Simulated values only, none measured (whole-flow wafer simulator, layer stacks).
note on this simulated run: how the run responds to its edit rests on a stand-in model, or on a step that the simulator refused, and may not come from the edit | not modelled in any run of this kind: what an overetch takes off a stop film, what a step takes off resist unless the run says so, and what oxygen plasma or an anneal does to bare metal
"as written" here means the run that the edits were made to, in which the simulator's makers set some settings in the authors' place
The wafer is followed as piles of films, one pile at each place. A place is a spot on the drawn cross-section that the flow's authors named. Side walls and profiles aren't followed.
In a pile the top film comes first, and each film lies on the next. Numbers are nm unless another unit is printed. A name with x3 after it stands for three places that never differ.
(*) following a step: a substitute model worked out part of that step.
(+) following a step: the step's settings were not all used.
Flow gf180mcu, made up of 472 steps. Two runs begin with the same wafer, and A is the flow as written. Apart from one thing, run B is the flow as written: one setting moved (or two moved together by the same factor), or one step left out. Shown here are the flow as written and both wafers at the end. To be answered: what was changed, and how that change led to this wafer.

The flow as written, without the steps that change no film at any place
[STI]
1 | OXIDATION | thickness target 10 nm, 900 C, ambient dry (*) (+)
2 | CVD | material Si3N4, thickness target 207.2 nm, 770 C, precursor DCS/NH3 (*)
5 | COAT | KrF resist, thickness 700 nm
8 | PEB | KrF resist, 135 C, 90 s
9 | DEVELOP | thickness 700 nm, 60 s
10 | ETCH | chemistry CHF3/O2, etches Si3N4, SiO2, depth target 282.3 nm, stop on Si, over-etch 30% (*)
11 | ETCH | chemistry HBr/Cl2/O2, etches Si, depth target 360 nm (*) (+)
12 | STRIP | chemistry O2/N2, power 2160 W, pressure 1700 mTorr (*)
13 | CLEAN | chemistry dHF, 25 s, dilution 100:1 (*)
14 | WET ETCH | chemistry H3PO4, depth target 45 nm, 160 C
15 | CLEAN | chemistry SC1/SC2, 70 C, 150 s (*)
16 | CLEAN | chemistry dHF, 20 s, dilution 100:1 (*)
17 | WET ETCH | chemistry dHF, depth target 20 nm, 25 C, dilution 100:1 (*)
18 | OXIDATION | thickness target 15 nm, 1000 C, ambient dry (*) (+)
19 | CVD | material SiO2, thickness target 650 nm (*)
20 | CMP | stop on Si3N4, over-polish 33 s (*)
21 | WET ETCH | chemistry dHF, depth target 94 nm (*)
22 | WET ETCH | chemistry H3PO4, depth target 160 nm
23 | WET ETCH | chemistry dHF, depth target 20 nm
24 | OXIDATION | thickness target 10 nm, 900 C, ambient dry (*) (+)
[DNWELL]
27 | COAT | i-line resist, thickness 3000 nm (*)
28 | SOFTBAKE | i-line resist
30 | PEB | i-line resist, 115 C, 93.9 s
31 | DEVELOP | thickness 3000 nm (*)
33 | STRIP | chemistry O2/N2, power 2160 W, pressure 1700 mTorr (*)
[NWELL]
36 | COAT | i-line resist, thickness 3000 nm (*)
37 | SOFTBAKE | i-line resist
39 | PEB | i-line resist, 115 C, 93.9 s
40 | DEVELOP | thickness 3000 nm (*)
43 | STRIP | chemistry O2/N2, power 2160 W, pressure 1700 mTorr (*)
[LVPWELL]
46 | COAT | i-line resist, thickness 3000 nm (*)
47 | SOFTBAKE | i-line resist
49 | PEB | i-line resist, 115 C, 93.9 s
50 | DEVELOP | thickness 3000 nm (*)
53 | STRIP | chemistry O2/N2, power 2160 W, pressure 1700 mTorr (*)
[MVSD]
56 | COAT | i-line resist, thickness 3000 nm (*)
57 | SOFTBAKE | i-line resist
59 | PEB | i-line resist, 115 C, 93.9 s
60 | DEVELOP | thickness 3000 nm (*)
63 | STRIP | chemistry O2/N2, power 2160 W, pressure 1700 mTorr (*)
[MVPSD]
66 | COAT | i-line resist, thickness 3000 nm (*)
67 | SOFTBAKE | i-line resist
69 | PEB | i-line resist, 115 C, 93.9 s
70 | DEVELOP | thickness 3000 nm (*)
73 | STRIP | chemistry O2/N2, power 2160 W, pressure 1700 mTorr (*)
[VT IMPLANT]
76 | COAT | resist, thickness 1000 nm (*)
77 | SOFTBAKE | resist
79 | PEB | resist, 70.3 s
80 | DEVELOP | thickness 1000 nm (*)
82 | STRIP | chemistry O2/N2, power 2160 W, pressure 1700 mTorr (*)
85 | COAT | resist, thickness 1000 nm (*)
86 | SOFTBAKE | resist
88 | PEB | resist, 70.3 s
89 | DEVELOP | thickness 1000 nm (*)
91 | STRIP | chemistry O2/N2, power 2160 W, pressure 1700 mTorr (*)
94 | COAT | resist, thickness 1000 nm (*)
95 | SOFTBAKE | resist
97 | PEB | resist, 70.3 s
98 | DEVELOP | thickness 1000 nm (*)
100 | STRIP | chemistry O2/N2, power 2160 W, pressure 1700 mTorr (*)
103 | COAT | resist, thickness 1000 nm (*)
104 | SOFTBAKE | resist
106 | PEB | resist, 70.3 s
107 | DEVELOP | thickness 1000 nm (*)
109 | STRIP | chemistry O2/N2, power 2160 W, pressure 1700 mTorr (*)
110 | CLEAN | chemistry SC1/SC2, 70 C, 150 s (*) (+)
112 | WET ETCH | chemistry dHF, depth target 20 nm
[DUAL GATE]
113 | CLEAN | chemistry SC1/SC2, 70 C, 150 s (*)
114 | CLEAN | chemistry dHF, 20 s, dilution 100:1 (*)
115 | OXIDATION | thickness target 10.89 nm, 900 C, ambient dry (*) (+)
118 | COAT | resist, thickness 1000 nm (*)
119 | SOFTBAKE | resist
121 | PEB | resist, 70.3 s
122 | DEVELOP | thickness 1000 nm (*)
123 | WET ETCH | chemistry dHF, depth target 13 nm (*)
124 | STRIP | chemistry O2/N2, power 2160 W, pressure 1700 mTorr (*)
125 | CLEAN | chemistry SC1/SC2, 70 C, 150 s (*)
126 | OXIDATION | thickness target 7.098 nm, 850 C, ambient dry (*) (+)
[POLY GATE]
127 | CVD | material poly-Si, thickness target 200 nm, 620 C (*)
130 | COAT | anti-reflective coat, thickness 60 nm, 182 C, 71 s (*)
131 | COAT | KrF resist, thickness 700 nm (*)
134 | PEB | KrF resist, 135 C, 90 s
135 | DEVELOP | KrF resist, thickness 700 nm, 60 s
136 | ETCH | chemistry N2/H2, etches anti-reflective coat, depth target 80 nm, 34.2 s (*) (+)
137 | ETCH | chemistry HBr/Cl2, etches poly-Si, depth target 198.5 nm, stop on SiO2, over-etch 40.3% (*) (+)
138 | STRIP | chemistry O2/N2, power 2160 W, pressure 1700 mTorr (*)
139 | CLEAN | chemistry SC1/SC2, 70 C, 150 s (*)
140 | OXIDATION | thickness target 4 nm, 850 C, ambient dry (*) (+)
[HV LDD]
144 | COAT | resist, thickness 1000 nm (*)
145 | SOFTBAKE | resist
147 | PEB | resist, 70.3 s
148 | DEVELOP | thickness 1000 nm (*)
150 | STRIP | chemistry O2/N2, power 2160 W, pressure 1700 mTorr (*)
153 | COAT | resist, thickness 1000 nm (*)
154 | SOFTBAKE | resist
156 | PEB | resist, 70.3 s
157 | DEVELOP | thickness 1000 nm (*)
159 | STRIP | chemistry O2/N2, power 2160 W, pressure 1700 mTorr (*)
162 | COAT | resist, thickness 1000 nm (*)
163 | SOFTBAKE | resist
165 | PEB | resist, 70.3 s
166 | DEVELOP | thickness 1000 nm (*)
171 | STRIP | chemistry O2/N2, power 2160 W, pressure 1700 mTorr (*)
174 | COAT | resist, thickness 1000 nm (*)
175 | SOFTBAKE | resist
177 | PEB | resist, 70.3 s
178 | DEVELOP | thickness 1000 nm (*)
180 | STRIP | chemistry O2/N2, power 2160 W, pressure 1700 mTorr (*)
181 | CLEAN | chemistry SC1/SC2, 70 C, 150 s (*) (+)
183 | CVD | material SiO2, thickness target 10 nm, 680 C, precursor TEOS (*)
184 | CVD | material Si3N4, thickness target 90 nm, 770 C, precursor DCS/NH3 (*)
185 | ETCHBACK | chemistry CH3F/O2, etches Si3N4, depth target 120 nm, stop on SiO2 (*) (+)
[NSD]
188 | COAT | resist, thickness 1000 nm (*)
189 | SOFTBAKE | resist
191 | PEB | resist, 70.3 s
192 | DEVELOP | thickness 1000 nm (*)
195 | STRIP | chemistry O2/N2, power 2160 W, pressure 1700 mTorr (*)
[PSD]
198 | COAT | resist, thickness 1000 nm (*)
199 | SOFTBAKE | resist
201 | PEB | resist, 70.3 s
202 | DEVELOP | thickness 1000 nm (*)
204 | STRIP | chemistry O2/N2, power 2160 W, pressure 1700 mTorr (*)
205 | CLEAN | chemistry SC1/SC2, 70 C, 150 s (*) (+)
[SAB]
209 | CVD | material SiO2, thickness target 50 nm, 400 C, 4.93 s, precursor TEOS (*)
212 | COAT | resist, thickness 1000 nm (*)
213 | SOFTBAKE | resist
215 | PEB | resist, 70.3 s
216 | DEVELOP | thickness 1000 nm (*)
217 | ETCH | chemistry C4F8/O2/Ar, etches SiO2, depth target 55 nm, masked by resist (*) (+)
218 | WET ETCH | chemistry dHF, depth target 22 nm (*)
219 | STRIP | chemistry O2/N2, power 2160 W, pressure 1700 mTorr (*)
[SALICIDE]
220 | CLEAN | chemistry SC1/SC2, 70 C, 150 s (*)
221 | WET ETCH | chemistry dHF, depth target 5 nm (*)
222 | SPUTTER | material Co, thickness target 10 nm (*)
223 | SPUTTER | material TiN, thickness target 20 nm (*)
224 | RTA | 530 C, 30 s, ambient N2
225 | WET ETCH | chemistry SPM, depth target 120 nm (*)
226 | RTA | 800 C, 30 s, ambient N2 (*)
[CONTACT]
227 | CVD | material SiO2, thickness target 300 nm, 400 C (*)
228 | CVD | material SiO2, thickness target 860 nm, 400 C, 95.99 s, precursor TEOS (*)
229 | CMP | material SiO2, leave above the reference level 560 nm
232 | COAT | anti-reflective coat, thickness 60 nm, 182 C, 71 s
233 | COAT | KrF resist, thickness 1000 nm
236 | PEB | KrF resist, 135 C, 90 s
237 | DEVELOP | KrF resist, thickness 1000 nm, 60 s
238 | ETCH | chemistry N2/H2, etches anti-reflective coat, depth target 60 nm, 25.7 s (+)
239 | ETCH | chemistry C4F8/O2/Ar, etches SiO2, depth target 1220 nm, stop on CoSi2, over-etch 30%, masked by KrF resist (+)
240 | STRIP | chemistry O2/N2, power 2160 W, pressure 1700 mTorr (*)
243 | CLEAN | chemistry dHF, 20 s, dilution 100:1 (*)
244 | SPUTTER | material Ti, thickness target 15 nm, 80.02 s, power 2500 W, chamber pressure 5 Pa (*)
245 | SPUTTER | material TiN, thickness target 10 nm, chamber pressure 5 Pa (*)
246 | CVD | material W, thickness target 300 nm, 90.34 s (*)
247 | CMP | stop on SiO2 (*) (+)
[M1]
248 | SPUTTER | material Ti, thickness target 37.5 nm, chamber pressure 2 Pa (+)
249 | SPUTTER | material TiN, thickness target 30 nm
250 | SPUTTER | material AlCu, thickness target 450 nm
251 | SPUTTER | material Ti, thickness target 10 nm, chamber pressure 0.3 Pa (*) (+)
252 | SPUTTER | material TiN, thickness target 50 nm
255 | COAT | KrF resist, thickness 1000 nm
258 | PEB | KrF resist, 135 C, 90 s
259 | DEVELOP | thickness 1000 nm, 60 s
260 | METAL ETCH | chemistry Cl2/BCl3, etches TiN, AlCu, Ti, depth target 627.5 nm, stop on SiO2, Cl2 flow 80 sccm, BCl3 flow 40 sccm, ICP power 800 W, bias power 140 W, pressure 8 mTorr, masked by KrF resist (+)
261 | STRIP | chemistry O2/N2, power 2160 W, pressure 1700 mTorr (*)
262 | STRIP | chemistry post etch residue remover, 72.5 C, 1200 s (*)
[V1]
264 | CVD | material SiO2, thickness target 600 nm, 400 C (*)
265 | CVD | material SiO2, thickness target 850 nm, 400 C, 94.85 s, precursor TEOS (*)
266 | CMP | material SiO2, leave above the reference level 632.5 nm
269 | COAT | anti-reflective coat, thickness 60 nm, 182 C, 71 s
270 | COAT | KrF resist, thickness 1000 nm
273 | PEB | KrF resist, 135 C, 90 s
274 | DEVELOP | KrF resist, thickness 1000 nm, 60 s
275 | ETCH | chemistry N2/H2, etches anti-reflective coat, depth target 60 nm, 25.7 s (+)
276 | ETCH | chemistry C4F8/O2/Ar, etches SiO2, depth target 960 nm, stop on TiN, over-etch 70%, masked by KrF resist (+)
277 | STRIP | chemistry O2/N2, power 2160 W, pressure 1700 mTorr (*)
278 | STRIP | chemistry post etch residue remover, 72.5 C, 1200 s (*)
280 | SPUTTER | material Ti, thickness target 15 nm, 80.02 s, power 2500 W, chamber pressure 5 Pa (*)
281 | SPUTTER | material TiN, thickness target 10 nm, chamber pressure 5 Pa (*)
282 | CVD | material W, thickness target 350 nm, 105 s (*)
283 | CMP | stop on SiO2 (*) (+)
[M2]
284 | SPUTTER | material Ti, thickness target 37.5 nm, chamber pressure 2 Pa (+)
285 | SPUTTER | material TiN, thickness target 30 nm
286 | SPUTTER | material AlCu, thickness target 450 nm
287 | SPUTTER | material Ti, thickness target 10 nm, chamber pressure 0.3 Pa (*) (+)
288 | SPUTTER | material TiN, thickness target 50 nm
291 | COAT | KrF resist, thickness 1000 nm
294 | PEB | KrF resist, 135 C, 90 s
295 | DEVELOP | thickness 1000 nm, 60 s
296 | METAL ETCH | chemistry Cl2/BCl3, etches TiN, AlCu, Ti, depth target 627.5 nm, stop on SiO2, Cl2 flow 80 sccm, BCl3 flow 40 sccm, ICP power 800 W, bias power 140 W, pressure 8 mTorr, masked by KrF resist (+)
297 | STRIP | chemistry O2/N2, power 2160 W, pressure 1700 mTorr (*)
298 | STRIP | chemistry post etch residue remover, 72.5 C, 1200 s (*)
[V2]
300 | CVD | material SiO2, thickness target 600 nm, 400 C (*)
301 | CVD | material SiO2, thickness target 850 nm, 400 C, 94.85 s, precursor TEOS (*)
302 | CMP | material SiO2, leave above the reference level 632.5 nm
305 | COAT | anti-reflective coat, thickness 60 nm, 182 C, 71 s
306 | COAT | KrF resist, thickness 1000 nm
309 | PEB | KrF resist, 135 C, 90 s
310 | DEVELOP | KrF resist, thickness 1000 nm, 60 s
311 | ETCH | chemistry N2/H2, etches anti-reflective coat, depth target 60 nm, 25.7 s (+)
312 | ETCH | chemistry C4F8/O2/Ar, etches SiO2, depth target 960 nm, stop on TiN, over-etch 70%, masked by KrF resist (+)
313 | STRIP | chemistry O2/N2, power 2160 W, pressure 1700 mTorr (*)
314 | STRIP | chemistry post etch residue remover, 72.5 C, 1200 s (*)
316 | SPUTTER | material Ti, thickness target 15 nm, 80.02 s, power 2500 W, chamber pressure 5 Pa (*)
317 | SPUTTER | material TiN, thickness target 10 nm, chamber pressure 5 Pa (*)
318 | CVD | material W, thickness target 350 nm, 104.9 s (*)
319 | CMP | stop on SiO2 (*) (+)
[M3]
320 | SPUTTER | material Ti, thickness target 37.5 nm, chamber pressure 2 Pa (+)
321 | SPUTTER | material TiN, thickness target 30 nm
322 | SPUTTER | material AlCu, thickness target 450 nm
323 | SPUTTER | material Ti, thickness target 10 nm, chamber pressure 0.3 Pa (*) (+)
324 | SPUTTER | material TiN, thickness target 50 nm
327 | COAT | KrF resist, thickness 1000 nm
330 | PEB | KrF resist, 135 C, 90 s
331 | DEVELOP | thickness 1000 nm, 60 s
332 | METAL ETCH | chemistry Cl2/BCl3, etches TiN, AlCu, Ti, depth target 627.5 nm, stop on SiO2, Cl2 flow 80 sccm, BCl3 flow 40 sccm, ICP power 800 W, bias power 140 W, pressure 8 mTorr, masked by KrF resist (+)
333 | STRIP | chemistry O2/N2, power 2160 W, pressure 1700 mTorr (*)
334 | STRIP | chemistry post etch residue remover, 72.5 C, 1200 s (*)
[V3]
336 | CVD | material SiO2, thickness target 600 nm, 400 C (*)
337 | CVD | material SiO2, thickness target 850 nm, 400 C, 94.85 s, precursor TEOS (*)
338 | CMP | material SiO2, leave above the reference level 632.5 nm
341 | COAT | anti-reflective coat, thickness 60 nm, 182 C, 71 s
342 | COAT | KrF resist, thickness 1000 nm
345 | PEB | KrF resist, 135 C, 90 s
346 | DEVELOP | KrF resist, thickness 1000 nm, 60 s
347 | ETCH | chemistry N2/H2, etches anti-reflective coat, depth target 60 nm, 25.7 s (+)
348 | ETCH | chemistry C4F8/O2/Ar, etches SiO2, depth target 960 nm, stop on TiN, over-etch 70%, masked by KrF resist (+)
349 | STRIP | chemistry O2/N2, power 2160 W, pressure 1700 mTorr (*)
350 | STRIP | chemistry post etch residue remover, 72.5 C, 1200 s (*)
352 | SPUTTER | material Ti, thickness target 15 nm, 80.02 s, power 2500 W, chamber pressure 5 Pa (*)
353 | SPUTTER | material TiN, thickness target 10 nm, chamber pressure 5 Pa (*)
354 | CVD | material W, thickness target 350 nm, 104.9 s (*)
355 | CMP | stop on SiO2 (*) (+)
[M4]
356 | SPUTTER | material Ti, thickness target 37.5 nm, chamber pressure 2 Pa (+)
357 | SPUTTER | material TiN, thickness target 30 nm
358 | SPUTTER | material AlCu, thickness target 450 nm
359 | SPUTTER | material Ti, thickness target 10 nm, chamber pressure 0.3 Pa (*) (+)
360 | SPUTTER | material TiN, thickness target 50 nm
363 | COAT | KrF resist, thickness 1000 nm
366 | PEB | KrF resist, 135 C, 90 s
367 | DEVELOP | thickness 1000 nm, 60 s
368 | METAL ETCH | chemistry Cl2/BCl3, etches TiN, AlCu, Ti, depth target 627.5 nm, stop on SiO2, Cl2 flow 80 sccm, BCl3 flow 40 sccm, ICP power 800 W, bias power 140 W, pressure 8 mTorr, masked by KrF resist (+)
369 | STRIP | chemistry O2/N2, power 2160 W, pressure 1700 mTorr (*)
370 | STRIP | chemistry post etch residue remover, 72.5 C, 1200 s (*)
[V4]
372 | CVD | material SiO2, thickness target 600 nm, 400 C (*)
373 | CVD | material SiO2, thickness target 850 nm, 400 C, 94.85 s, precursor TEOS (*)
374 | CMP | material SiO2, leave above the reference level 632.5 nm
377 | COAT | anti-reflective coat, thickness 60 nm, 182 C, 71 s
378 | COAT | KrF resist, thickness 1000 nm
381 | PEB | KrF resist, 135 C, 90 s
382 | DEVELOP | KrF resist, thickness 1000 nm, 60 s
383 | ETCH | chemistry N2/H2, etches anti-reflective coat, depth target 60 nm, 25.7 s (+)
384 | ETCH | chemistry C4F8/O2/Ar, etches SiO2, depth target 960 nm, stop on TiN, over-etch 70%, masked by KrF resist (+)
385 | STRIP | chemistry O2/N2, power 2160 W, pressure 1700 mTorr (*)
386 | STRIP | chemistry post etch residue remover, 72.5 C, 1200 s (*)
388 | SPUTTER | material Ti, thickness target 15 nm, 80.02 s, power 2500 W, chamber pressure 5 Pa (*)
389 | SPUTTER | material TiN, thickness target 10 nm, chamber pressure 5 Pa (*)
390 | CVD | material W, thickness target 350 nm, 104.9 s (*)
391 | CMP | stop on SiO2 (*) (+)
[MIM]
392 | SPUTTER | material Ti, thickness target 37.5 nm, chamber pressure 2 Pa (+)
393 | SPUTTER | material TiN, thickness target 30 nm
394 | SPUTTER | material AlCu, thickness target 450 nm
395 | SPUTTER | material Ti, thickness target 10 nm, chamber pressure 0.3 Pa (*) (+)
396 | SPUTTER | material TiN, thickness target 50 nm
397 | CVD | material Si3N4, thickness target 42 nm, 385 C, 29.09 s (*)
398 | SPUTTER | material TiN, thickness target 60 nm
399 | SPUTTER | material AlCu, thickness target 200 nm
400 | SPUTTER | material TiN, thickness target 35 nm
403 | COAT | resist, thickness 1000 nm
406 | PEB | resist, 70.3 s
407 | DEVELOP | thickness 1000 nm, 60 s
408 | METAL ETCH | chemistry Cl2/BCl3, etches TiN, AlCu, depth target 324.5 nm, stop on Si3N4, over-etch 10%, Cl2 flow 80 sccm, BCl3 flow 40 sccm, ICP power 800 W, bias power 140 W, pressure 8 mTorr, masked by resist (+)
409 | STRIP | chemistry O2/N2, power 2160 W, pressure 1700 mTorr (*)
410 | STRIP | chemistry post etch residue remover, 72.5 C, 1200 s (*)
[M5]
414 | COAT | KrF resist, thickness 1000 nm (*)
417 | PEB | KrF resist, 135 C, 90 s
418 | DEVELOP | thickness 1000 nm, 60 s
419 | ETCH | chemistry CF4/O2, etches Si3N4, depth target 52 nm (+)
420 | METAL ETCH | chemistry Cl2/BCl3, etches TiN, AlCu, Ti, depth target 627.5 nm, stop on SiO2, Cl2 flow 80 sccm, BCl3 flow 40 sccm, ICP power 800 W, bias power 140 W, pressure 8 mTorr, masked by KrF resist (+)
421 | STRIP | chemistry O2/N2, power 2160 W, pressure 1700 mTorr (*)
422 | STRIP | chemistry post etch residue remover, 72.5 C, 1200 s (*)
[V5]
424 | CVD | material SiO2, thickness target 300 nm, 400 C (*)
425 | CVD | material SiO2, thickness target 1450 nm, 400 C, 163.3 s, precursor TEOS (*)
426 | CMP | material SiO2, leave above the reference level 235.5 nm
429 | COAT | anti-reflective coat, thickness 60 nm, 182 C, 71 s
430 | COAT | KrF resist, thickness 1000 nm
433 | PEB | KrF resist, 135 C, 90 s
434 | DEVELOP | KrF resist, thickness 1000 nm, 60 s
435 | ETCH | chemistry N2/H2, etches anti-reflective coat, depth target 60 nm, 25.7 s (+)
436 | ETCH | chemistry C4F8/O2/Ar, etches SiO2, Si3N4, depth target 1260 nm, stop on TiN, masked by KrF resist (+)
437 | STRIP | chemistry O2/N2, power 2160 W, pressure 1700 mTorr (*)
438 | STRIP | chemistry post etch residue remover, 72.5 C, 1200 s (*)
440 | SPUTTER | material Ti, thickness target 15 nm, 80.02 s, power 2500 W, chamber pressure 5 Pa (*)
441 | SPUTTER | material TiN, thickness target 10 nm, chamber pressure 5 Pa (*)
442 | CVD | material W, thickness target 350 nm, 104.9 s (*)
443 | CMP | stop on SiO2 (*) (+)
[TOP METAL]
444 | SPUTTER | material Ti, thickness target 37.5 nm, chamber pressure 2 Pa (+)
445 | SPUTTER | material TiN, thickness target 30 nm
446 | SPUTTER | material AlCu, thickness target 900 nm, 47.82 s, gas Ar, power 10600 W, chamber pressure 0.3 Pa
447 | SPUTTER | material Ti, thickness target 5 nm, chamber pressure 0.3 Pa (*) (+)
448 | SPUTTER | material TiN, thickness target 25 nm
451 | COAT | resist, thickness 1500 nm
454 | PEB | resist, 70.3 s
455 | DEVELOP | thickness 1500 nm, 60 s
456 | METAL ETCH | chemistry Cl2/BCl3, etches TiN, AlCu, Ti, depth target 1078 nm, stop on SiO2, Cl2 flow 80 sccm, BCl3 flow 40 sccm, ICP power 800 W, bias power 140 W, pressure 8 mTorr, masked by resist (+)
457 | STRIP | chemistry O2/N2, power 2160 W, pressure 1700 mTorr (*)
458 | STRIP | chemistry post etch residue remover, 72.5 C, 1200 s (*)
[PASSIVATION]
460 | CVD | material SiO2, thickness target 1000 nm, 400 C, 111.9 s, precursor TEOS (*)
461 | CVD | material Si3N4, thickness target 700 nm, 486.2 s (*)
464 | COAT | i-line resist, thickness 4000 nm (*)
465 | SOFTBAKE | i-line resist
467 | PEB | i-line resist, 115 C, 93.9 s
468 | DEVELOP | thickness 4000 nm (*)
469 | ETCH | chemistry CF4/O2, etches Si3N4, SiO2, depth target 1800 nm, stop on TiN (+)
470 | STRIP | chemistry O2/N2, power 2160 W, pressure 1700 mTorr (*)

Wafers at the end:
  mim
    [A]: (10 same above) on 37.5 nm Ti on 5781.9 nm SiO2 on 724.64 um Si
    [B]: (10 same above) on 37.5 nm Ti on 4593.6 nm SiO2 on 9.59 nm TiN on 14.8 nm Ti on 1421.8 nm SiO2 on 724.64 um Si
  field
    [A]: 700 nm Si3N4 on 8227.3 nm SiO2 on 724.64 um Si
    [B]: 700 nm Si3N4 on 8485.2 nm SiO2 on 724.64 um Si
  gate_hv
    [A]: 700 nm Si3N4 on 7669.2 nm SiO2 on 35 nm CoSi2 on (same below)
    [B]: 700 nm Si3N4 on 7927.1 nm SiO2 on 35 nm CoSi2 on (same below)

The reason: step 229, CMP: leave above the reference level 818 nm was run, whereas the flow has leave above the reference level 560 nm.

Step by step, how the change led to this:
  229 | CMP | material SiO2, leave above the reference level 560 nm
      field__w2: A -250 SiO2 | B nothing
      field__w3: A -232.3 SiO2 | B nothing
      (also at 109 further places)
  232 | COAT | anti-reflective coat, thickness 60 nm, 182 C, 71 s
      field__w2: A +60 anti-reflective coat (new film) | B +66.7 anti-reflective coat (new film)
      field__w3: A +60 anti-reflective coat (new film) | B +84.1 anti-reflective coat (new film)
      (also at 8 further places)
  239 | ETCH | chemistry C4F8/O2/Ar, etches SiO2, depth target 1220 nm, stop on CoSi2, over-etch 30%, masked by KrF resist (+)
      field, field__w1, field__w2 and 105 more: A -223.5 KrF resist | B -244 KrF resist
      polyc_n, polyc_p: A -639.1 SiO2 (all of it) | B -897.1 SiO2 (all of it)
      (also at 1 further place)
  240 | STRIP | chemistry O2/N2, power 2160 W, pressure 1700 mTorr (*)
      field__w1, field__w8, field__w10 and 42 more: A -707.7 KrF resist (all of it), -60 anti-reflective coat (all of it) | B -687.2 KrF resist (all of it), -60 anti-reflective coat (all of it)
      field, field_sub, field_sub__w1 and 26 more: A -707.7 KrF resist (all of it), -60 anti-reflective coat (all of it) | B -687.1 KrF resist (all of it), -60 anti-reflective coat (all of it)
      (also at 34 further places)
  244 | SPUTTER | material Ti, thickness target 15 nm, 80.02 s, power 2500 W, chamber pressure 5 Pa (*)
      field__w3: A +15 Ti (new film) | B +14.2 Ti (new film)
      contact: A +8.55 Ti (new film) | B +7.37 Ti (new film)
  245 | SPUTTER | material TiN, thickness target 10 nm, chamber pressure 5 Pa (*)
      field__w3: A +10 TiN (new film) | B +9.45 TiN (new film)
      contact: A +5.48 TiN (new film) | B +4.74 TiN (new film)
  246 | CVD | material W, thickness target 300 nm, 90.34 s (*)
      polyc_n, polyc_p: A +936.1 W (new film) | B +1194.1 W (new film)
      contact: A +1167.5 W (new film) | B +1427.4 W (new film)
  247 | CMP | stop on SiO2 (*) (+)
      field__w2: A -300 W (all of it), -10 TiN (all of it), -15 Ti (all of it), -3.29 SiO2 | B -300 W (all of it), -10 TiN (all of it), -15 Ti (all of it)
      field__w3: A -300 W (all of it), -10 TiN (all of it), -15 Ti (all of it), -3.29 SiO2 | B -300.1 W (all of it), -1.27 TiN
      (also at 2 further places)
  248 | SPUTTER | material Ti, thickness target 37.5 nm, chamber pressure 2 Pa (+)
      field__w2: A +37.5 Ti (new film) | B +36 Ti (new film)
  249 | SPUTTER | material TiN, thickness target 30 nm
      field__w2: A +30 TiN (new film) | B +28.5 TiN (new film)
  251 | SPUTTER | material Ti, thickness target 10 nm, chamber pressure 0.3 Pa (*) (+)
      field__w2: A +10 Ti (new film) | B +8.71 Ti (new film)
  252 | SPUTTER | material TiN, thickness target 50 nm
      field__w2: A +50 TiN (new film) | B +43.3 TiN (new film)
  260 | METAL ETCH | chemistry Cl2/BCl3, etches TiN, AlCu, Ti, depth target 627.5 nm, stop on SiO2, Cl2 flow 80 sccm, BCl3 flow 40 sccm, ICP power 800 W, bias power 140 W, pressure 8 mTorr, masked by KrF resist (+)
      field__w3: A -50 TiN (all of it), -10 Ti (all of it), -450 AlCu (all of it), -30 TiN (all of it), -37.5 Ti (all of it) | B -50 TiN (all of it), -10 Ti (all of it), -450 AlCu (all of it), -30 TiN (all of it), -37.5 Ti (all of it), -8.18 TiN (all of it), -14.2 Ti (all of it)
      field__w12: A -50 TiN (all of it), -10 Ti (all of it), -450 AlCu (all of it), -30 TiN (all of it), -37.5 Ti (all of it) | B -50 TiN (all of it), -10 Ti (all of it), -450 AlCu (all of it), -30 TiN (all of it), -37.5 Ti (all of it), -7.81 TiN (all of it), -14.7 Ti (all of it)
      (also at 2 further places)
  262 | STRIP | chemistry post etch residue remover, 72.5 C, 1200 s (*)
      mim: A nothing | B -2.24 W (all of it), -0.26 TiN
  264 | CVD | material SiO2, thickness target 600 nm, 400 C (*)
      mim: A +600 SiO2 | B +600 SiO2 (new film)
  266 | CMP | material SiO2, leave above the reference level 632.5 nm
      field__w3, field__w12: A -300 SiO2 | B -288.4 SiO2
      mim: A -300 SiO2 | B -291.3 SiO2
With metal films that touch counted as one body, mim has 3 bodies (between them, from the top down: Si3N4 42; SiO2 4593.6); the flow as written gives 2 bodies (between them, from the top down: Si3N4 42).
